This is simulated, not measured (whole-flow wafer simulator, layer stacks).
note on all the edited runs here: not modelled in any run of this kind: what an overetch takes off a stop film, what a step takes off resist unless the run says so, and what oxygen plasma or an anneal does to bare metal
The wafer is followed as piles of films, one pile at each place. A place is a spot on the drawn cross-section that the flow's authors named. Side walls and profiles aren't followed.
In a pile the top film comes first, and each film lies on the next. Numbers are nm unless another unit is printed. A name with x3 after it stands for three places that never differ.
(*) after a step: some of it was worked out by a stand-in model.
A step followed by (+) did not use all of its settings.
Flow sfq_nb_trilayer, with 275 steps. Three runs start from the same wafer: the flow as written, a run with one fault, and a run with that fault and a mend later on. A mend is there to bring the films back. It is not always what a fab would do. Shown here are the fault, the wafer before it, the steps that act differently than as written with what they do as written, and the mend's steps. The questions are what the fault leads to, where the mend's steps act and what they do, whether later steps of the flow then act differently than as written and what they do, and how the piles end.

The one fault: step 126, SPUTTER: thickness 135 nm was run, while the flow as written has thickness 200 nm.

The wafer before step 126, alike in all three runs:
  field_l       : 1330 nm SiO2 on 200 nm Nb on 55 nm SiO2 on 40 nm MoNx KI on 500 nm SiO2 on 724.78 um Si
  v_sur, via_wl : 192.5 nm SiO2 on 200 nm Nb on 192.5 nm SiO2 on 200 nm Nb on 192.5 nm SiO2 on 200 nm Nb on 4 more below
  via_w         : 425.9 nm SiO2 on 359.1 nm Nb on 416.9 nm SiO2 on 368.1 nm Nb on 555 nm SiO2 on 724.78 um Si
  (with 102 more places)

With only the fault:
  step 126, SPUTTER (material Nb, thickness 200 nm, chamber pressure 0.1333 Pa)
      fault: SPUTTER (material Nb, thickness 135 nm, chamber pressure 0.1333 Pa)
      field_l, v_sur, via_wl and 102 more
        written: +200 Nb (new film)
        fault: +135 Nb (new film)
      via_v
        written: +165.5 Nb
        fault: +111.4 Nb
  Steps further on in the flow that do not act as written (8 other steps are not shown; they differ only slightly, by no more than 2% or 0.5 nm, whichever is larger):
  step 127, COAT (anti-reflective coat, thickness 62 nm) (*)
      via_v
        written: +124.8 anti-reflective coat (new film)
        fault: +121.5 anti-reflective coat (new film)
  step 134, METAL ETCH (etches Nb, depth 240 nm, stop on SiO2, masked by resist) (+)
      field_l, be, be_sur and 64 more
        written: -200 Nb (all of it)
        fault: -135 Nb (all of it)
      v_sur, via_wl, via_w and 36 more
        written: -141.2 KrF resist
        fault: -119.1 KrF resist
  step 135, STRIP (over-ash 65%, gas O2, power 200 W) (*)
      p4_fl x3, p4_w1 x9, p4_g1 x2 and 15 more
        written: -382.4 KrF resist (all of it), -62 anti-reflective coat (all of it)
        fault: -404.4 KrF resist (all of it), -62 anti-reflective coat (all of it)
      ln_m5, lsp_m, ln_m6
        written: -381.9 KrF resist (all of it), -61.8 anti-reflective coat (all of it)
        fault: -404 KrF resist (all of it), -61.8 anti-reflective coat (all of it)
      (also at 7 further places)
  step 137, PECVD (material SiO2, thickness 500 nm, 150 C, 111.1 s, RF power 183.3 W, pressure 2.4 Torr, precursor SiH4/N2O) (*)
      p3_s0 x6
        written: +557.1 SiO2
        fault: +500 SiO2
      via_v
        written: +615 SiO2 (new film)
        fault: +597.5 SiO2 (new film)
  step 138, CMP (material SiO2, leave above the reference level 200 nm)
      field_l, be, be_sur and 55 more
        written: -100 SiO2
        fault: -165 SiO2
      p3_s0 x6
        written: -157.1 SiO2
        fault: -165 SiO2
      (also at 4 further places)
  At field_l, v_sur, via_wl and 102 more, the piles at the end differ from the flow's by more than 2% or 0.5 nm, whichever is larger.
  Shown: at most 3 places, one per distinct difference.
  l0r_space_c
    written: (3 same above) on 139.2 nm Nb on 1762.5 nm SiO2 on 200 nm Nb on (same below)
    fault: (3 same above) on 139.2 nm Nb on 1697.5 nm SiO2 on 200 nm Nb on (same below)
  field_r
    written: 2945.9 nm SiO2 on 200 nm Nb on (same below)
    fault: 2880.9 nm SiO2 on 200 nm Nb on (same below)
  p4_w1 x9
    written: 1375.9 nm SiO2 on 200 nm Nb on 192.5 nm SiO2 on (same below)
    fault: 1375.9 nm SiO2 on 135 nm Nb on 192.5 nm SiO2 on (same below)

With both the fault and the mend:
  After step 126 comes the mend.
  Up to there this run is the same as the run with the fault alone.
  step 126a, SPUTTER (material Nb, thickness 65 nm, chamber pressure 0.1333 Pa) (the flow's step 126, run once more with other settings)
      field_l, v_sur, via_wl and 102 more
        +65 Nb
      via_v
        +51.2 Nb
  Every later step of the flow that is run acts as written, at every place that is followed, to within 2% or 0.5 nm, whichever is larger.
  At the end the piles are close to the flow's at the places that both follow, differing by at most 2% or 0.5 nm, whichever is larger.
